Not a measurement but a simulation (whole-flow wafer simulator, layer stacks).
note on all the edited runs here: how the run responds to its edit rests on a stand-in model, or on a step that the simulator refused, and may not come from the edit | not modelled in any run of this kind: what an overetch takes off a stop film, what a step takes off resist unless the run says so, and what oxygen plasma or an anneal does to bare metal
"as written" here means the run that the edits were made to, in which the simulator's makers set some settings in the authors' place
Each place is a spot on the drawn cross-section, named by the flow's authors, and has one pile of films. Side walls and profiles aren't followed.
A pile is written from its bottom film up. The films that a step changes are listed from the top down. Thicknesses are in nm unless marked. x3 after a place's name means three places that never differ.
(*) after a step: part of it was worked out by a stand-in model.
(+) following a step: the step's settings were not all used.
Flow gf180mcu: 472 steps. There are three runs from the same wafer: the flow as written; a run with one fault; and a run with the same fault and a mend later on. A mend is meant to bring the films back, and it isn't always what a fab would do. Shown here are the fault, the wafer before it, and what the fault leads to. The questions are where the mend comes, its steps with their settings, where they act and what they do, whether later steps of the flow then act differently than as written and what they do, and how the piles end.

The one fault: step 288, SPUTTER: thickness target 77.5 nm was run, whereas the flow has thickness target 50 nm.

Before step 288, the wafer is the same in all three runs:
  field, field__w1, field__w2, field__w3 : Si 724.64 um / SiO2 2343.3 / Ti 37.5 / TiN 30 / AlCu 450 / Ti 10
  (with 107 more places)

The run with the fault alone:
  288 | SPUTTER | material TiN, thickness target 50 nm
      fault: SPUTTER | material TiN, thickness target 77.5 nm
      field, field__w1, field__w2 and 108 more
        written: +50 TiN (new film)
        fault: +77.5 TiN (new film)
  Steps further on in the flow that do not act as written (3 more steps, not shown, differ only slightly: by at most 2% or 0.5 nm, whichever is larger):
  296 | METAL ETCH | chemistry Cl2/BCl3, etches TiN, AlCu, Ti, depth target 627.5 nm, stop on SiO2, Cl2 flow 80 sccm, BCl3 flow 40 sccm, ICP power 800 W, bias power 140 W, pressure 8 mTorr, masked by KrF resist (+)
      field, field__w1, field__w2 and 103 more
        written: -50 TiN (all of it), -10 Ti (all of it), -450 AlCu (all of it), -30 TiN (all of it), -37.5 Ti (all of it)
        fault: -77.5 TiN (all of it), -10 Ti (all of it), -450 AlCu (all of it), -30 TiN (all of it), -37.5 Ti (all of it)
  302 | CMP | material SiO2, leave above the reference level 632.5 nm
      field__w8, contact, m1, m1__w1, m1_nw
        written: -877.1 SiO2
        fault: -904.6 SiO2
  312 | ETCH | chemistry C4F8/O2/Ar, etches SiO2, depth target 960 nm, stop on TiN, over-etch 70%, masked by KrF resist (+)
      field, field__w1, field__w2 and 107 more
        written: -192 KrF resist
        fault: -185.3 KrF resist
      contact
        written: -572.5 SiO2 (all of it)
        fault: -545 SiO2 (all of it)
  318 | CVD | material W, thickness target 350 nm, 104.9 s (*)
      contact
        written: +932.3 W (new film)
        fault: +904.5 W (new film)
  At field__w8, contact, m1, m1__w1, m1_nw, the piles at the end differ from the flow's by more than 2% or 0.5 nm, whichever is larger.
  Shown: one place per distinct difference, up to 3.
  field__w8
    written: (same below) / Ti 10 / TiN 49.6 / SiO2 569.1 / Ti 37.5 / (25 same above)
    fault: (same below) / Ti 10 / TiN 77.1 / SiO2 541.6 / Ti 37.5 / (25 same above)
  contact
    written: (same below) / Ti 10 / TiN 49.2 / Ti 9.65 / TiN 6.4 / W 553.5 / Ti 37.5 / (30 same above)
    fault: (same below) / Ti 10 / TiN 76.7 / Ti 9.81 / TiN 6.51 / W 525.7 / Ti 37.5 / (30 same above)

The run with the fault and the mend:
  After step 295 comes the mend.
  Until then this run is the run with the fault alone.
  295a | STRIP | chemistry O2/N2, power 2160 W, pressure 1700 mTorr (*)
      field__w8, contact, m1, m1__w1, m1_nw
        -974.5 KrF resist (all of it)
  295b | METAL ETCH | chemistry Cl2/BCl3, etches TiN, AlCu, Ti, depth target 27.5 nm, Cl2 flow 80 sccm, BCl3 flow 40 sccm, ICP power 800 W, bias power 140 W, pressure 8 mTorr (the flow's step 260, run once more with other settings)
      field, field__w1, field__w2 and 108 more
        -27.5 TiN
  295c | HMDS | 120 C, 60 s (the flow's step 290, run once more)
      alters no film at any place that is followed
  295d | COAT | KrF resist, thickness 1000 nm (the flow's step 291, run once more)
      field, field__w1, field__w2 and 108 more
        +1000 KrF resist (new film)
  295e | SOFTBAKE | KrF resist (the flow's step 292, run once more)
      alters no film at any place that is followed
  295f | EXPOSE | photomask Metal2 (the flow's step 293, run once more)
      alters no film at any place that is followed
  295g | PEB | KrF resist, 135 C, 90 s (the flow's step 294, run once more)
      field, field__w1, field__w2 and 108 more
        -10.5 KrF resist
  295h | DEVELOP | thickness 1000 nm, 60 s (the flow's step 295, run once more)
      field, field__w1, field__w2 and 103 more
        -989.5 KrF resist (all of it)
      field__w8, contact, m1, m1__w1, m1_nw
        -14.9 KrF resist
  None of the later steps of the flow acts differently than as written at any place that is followed.
  The piles end the same as the flow's at every place that both follow.
